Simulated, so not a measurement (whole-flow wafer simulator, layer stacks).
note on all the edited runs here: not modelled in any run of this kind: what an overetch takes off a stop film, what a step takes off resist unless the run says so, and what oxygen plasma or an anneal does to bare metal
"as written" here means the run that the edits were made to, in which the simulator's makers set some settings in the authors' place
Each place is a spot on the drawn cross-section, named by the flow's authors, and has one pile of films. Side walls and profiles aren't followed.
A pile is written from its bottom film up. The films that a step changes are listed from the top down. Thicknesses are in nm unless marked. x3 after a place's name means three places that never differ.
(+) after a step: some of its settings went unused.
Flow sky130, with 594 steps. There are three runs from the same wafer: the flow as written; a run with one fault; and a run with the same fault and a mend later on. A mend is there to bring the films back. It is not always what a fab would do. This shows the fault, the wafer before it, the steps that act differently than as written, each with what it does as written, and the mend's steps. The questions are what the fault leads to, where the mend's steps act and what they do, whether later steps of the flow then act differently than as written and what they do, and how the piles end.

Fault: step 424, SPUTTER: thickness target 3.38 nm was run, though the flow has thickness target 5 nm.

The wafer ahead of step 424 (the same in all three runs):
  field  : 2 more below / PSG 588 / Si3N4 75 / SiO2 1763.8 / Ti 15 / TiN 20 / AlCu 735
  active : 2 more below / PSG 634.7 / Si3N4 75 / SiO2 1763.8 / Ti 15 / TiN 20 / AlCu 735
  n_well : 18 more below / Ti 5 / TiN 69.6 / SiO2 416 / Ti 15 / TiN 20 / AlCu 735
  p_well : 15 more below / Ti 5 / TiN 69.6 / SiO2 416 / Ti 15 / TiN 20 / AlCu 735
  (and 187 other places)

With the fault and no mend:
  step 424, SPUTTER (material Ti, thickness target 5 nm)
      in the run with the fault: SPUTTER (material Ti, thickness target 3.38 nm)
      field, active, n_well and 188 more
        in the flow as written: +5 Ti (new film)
        in the run with the fault: +3.38 Ti (new film)
  Later steps of the flow acting differently than as written (not shown: 19 more steps that differ only slightly, by at most 2% or 0.5 nm, whichever is larger):
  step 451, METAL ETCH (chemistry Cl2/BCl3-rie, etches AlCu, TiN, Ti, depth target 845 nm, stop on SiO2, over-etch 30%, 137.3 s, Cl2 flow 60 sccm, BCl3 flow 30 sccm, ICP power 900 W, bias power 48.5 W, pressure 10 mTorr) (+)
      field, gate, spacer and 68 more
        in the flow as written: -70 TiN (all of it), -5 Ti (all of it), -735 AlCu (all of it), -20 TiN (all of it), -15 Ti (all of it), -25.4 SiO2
        in the run with the fault: -70 TiN (all of it), -3.38 Ti (all of it), -735 AlCu (all of it), -20 TiN (all of it), -15 Ti (all of it), -25.5 SiO2
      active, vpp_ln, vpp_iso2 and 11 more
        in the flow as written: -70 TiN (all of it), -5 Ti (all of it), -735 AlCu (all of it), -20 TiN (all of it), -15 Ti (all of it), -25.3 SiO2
        in the run with the fault: -70 TiN (all of it), -3.38 Ti (all of it), -735 AlCu (all of it), -20 TiN (all of it), -15 Ti (all of it), -25.5 SiO2
  By the end, the piles at n_well, p_well, gate_hv and 104 more depart from the flow's by more than 2% or 0.5 nm, whichever is larger.
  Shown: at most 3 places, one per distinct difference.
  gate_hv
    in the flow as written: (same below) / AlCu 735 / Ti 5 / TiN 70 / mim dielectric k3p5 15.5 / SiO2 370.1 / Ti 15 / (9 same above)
    in the run with the fault: (same below) / AlCu 735 / Ti 3.38 / TiN 70 / mim dielectric k3p5 15.5 / SiO2 371.7 / Ti 15 / (9 same above)
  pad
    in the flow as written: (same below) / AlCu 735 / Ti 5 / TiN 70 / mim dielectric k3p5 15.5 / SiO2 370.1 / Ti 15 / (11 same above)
    in the run with the fault: (same below) / AlCu 735 / Ti 3.38 / TiN 70 / mim dielectric k3p5 15.5 / SiO2 371.7 / Ti 15 / (11 same above)
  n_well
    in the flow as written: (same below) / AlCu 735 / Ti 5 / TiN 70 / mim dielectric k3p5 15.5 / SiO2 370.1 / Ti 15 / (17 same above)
    in the run with the fault: (same below) / AlCu 735 / Ti 3.38 / TiN 70 / mim dielectric k3p5 15.5 / SiO2 371.7 / Ti 15 / (17 same above)

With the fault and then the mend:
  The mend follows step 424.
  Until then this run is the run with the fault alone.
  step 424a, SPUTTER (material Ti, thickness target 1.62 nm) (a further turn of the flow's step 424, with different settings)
      field, active, n_well and 188 more
        +1.62 Ti
  None of the later steps of the flow acts differently than as written at any place that is followed.
  The piles end the same as the flow's at every place that both follow.
